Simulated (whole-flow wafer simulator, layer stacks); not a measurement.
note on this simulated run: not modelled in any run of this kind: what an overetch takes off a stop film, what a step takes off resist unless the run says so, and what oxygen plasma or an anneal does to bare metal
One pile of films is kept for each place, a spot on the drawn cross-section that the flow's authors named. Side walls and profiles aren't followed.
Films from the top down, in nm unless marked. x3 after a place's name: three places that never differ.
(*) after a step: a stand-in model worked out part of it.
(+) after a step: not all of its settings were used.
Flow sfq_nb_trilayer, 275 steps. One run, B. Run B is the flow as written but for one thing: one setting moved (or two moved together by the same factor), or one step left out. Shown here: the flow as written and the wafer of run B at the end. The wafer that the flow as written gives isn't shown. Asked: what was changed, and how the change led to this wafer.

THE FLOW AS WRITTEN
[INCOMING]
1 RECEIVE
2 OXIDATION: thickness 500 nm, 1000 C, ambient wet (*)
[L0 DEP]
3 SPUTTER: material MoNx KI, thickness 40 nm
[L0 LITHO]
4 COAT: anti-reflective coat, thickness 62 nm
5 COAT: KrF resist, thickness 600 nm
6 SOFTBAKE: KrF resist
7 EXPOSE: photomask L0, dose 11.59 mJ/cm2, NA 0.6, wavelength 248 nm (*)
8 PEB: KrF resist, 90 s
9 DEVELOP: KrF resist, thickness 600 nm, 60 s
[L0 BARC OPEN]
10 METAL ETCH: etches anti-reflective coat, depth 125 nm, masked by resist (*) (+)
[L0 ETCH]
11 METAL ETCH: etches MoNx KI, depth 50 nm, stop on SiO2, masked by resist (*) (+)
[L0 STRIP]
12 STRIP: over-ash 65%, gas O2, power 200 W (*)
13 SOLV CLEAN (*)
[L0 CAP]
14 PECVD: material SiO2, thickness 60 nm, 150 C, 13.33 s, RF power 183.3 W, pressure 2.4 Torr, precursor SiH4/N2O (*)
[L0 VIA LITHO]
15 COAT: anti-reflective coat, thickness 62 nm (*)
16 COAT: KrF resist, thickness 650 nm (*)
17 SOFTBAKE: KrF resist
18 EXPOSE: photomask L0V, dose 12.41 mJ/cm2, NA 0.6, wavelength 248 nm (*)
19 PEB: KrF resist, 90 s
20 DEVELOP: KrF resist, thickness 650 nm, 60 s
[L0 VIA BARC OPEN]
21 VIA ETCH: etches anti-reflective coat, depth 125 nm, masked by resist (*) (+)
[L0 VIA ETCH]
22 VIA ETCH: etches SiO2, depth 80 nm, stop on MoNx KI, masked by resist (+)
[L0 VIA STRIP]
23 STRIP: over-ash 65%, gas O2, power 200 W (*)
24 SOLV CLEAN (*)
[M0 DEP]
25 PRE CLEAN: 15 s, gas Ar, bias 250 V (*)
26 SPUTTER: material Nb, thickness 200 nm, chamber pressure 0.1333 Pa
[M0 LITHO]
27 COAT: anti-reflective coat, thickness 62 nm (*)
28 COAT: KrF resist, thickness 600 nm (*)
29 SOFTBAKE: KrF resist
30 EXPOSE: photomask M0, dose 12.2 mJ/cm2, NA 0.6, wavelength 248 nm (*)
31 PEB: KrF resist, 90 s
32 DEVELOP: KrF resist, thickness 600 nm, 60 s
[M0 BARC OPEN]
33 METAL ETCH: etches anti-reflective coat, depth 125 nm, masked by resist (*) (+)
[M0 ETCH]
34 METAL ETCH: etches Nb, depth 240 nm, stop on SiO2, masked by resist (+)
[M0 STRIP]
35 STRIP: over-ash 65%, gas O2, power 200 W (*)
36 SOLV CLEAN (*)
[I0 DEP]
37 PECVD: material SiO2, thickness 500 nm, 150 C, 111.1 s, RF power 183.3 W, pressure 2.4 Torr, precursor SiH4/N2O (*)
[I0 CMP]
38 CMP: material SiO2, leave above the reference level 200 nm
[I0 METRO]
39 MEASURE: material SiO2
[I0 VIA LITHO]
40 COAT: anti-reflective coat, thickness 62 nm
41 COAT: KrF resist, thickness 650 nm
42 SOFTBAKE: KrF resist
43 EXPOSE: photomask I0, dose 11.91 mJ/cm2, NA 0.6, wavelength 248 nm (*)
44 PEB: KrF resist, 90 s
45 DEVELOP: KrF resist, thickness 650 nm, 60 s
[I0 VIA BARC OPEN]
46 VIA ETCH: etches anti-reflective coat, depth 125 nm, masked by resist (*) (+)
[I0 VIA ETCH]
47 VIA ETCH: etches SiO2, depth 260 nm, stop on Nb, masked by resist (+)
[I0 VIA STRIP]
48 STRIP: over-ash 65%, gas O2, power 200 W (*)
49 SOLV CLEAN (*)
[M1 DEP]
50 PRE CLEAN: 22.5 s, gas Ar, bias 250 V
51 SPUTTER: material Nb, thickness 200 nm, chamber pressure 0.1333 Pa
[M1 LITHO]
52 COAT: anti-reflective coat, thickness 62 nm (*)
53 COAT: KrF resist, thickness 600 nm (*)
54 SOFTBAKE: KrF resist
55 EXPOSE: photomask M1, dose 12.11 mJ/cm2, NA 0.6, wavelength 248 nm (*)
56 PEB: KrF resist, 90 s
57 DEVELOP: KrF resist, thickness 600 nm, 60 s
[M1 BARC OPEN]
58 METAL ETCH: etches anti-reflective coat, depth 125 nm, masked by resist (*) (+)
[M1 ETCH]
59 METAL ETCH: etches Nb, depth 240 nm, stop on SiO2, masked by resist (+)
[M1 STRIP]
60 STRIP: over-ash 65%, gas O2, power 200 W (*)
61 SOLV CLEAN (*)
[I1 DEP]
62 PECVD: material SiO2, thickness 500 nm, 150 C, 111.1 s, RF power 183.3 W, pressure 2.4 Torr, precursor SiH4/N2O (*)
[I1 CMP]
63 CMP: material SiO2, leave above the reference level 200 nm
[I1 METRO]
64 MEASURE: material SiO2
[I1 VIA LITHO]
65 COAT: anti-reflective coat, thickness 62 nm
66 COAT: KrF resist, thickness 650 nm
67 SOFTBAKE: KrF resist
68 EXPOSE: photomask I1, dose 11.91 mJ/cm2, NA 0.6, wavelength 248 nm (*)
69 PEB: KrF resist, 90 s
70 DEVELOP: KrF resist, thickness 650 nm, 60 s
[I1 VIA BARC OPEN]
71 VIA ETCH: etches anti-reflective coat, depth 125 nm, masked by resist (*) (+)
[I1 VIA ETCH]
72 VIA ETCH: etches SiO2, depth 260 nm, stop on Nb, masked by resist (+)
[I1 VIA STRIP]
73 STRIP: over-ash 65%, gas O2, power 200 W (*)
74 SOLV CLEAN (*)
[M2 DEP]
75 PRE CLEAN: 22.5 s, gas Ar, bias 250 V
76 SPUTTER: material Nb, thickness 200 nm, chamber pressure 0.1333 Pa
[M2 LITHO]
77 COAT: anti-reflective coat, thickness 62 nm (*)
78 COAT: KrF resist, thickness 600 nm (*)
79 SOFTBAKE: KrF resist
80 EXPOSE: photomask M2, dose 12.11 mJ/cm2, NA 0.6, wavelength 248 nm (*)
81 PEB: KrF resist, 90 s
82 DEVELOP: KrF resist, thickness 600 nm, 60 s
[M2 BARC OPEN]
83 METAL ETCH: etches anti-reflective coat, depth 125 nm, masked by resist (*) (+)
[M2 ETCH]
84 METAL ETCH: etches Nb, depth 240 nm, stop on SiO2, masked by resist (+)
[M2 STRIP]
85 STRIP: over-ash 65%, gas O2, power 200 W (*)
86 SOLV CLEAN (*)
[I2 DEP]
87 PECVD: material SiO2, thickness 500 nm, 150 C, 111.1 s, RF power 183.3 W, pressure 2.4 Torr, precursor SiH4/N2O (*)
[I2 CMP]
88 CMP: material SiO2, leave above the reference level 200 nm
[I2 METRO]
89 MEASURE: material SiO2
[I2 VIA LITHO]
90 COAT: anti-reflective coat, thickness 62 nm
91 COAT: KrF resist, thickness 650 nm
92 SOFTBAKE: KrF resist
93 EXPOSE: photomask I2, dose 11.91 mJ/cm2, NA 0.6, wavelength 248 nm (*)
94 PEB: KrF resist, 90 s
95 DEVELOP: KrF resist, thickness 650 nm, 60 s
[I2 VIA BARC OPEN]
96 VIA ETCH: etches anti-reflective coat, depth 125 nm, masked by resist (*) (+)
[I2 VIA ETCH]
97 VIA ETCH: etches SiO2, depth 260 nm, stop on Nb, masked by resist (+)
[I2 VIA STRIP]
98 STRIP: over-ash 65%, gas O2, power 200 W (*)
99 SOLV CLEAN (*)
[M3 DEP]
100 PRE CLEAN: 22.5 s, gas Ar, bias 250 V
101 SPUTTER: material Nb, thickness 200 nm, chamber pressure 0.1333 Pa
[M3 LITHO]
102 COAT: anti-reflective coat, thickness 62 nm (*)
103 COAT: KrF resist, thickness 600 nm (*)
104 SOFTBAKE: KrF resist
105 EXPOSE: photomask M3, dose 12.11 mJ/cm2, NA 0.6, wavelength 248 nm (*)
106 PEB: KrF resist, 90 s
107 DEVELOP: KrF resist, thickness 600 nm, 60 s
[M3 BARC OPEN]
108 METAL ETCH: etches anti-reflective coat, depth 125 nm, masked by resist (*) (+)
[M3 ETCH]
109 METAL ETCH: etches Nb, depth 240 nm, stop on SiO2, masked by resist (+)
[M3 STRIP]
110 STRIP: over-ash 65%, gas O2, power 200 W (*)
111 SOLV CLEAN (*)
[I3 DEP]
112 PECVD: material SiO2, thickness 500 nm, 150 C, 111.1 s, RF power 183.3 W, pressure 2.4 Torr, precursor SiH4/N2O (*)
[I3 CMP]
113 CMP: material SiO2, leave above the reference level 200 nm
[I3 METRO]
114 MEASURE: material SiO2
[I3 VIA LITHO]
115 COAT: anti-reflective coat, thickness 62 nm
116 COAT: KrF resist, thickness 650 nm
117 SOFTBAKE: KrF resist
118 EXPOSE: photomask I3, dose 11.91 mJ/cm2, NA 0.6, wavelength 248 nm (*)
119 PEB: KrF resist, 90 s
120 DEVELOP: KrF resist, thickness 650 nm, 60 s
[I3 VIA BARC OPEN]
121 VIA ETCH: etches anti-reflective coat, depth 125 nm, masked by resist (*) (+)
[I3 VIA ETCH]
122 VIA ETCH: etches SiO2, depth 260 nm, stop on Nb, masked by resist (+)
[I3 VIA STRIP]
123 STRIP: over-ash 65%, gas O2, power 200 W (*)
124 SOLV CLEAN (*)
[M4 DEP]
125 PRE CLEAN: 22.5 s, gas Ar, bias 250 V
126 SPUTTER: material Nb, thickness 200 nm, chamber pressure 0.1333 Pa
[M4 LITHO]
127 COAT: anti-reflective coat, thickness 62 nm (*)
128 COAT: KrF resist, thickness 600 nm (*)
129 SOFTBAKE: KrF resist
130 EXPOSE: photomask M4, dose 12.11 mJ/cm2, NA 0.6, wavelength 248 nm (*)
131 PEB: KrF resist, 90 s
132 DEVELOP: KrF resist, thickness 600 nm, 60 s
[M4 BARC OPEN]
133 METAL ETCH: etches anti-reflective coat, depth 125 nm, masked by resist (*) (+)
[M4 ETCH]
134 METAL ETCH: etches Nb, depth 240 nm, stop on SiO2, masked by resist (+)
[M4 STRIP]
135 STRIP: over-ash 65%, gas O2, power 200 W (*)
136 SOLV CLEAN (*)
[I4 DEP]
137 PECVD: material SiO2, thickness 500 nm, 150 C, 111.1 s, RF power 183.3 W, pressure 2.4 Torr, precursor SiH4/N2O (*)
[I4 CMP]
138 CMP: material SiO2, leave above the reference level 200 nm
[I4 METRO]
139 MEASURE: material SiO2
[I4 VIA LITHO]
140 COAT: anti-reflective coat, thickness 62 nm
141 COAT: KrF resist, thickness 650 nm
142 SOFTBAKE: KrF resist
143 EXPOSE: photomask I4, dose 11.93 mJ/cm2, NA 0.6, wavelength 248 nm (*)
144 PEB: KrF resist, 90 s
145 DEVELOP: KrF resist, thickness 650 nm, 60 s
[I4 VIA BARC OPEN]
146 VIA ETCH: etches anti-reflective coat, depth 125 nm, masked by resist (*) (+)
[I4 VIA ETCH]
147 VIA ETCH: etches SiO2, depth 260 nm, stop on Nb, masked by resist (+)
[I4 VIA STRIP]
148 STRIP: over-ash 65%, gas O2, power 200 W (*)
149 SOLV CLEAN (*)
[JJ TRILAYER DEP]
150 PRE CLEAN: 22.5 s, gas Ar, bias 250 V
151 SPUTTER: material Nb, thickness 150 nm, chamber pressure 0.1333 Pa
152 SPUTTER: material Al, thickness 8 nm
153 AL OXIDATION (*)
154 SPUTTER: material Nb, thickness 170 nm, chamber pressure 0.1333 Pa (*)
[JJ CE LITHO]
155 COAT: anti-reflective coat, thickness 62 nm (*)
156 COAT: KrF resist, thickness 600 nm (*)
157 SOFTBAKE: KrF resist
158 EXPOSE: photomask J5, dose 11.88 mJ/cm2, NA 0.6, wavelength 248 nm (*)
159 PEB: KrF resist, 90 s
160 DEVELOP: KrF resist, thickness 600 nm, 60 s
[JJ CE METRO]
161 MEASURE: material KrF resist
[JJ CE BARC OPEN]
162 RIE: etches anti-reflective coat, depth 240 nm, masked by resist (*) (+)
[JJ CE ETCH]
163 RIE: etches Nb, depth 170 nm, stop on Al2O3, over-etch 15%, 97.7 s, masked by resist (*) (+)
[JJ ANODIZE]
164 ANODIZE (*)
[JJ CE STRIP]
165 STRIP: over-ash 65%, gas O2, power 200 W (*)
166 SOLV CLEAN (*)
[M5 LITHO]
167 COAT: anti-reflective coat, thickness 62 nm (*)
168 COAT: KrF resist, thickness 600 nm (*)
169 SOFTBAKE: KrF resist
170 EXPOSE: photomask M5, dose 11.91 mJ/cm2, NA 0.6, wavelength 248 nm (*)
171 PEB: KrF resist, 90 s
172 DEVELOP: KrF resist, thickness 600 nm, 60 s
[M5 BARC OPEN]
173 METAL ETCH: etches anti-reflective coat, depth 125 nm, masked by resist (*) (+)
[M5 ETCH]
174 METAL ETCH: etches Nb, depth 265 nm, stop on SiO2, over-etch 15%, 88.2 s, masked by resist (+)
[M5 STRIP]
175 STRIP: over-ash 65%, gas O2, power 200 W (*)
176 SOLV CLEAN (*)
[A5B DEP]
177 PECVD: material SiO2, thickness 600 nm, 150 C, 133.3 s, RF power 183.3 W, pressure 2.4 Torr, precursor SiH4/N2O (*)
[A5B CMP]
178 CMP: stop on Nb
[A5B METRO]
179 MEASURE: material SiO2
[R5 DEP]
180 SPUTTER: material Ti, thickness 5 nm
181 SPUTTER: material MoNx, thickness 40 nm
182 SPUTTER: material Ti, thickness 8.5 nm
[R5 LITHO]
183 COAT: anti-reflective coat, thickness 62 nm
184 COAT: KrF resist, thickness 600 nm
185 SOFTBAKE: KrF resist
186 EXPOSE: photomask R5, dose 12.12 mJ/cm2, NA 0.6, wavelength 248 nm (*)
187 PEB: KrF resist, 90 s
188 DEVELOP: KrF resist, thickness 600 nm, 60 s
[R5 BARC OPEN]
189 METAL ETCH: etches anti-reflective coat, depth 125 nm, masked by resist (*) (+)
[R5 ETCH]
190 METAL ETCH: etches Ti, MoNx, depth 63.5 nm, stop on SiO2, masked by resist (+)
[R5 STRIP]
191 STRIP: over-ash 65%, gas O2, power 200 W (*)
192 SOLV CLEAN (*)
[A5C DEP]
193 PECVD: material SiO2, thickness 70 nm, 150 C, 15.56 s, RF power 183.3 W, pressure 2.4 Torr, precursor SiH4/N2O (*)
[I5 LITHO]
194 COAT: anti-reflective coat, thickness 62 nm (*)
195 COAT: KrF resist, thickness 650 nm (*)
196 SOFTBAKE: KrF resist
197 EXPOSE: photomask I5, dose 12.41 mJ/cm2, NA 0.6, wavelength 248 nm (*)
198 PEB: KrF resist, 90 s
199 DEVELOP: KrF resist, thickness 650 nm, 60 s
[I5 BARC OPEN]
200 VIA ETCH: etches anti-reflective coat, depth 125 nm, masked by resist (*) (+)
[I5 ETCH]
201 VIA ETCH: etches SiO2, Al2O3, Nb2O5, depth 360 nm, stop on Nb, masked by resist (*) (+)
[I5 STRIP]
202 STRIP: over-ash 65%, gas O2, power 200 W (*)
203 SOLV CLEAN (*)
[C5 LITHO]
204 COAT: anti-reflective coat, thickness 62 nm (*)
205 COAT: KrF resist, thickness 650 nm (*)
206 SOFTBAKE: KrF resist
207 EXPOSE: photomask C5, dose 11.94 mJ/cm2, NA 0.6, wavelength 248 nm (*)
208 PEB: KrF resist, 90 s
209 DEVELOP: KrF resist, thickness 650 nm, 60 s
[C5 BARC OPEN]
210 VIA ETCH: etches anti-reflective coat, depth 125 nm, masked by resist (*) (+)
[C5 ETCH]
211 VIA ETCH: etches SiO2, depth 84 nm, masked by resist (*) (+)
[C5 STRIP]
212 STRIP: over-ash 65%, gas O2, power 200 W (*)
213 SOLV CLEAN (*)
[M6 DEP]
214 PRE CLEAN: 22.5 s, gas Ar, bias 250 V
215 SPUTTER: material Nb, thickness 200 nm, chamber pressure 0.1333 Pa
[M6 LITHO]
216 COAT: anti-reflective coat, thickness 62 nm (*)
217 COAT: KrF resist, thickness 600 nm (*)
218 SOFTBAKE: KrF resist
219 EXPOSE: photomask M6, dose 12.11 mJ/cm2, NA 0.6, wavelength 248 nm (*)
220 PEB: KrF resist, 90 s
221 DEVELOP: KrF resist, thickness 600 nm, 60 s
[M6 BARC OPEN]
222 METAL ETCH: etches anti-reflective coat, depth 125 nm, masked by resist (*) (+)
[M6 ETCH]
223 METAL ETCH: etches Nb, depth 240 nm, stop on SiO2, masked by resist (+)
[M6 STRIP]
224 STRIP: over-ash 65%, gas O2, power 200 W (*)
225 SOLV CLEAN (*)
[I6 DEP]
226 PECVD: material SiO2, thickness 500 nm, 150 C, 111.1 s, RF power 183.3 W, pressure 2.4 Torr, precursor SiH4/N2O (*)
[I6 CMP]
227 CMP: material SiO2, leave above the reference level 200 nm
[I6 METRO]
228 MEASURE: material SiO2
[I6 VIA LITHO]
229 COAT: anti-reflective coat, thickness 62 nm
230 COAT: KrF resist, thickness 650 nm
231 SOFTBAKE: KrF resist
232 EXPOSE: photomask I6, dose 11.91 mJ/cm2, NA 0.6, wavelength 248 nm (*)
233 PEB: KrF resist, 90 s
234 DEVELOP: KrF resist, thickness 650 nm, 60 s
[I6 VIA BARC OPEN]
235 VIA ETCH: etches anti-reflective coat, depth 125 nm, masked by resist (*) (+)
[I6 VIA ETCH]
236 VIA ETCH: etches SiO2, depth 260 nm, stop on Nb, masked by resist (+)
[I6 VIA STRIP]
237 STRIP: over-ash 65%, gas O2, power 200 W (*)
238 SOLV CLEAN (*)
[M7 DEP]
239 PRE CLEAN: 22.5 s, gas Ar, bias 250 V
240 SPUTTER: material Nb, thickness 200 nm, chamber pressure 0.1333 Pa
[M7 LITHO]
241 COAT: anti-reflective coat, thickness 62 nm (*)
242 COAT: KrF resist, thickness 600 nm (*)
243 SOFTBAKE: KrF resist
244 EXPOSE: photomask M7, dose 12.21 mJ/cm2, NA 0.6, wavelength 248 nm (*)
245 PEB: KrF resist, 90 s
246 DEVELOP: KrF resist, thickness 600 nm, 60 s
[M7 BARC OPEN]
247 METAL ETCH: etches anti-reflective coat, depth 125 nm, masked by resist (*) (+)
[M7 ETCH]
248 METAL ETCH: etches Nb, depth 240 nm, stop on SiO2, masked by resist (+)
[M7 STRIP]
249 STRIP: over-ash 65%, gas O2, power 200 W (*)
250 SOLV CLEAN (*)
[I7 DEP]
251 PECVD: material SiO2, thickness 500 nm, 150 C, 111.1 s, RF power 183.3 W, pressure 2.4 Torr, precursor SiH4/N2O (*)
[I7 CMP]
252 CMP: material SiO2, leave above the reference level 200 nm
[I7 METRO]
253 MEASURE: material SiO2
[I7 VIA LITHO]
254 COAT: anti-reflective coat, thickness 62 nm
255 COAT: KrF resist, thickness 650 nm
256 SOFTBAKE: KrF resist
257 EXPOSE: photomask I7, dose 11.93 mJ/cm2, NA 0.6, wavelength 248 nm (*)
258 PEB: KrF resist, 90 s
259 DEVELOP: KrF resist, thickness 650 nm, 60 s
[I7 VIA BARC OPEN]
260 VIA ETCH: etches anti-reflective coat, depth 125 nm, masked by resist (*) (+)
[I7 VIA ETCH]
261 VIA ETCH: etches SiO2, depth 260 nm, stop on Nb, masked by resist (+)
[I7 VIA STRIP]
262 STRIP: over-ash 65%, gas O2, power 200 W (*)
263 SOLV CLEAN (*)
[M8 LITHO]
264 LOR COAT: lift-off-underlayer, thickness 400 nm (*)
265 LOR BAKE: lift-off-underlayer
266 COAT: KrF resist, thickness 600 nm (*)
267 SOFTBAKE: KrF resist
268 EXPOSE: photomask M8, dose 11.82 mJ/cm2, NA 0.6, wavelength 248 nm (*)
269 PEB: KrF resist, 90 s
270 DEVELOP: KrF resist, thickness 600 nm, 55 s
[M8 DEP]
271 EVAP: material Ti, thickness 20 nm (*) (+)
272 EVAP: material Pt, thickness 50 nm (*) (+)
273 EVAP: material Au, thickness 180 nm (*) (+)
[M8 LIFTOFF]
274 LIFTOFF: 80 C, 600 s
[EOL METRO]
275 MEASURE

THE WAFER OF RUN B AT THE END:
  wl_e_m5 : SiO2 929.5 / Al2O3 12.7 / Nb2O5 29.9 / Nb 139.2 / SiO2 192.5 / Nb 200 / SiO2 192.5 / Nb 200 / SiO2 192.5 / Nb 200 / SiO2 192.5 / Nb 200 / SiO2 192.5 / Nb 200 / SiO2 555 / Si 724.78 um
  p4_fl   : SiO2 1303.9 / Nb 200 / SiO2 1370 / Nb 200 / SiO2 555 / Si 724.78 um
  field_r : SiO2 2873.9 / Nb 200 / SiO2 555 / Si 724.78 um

The cause: step 240, SPUTTER: thickness 128 nm was run, where the flow has thickness 200 nm.

How the change led to this, step by step:
  240 SPUTTER: material Nb, thickness 200 nm, chamber pressure 0.1333 Pa
      field_l, v_sur, via_wl and 102 more: Nb +128 (new film) (as written it would be: Nb +200 (new film))
      via_v: Nb +103 (as written it would be: Nb +161.1)
  241 COAT: anti-reflective coat, thickness 62 nm (*)
      via_v: anti-reflective coat +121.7 (new film) (as written it would be: anti-reflective coat +126 (new film))
  248 METAL ETCH: etches Nb, depth 240 nm, stop on SiO2, masked by resist (+)
      field_l, field_r, lsp_l and 62 more: Nb -128 (all of it) (as written it would be: Nb -200 (all of it))
      v_sur, via_wl, via_w and 38 more: KrF resist -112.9 (as written it would be: KrF resist -141.2)
  249 STRIP: over-ash 65%, gas O2, power 200 W (*)
      wl_j_sl, wl_jj, wl_j_sr and 14 more: KrF resist -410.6 (all of it), anti-reflective coat -62 (all of it) (as written it would be: KrF resist -382.4 (all of it), anti-reflective coat -62 (all of it))
      ln_m5, lsp_m, ln_m6, lsp_r: KrF resist -410.2 (all of it), anti-reflective coat -61.8 (all of it) (as written it would be: KrF resist -381.9 (all of it), anti-reflective coat -61.8 (all of it))
      (and at 20 more places)
  251 PECVD: material SiO2, thickness 500 nm, 150 C, 111.1 s, RF power 183.3 W, pressure 2.4 Torr, precursor SiH4/N2O (*)
      m7r_space_l, m7r_space_r: SiO2 +500 (as written it would be: SiO2 +557.1)
      via_v: SiO2 +599.4 (new film) (as written it would be: SiO2 +621 (new film))
  252 CMP: material SiO2, leave above the reference level 200 nm
      field_l, p4_fl, p4_fm and 56 more: SiO2 -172 (as written it would be: SiO2 -100)
      field_r, lsp_l: SiO2 -157.7 (as written it would be: SiO2 -77.7)
      (and at 5 more places)
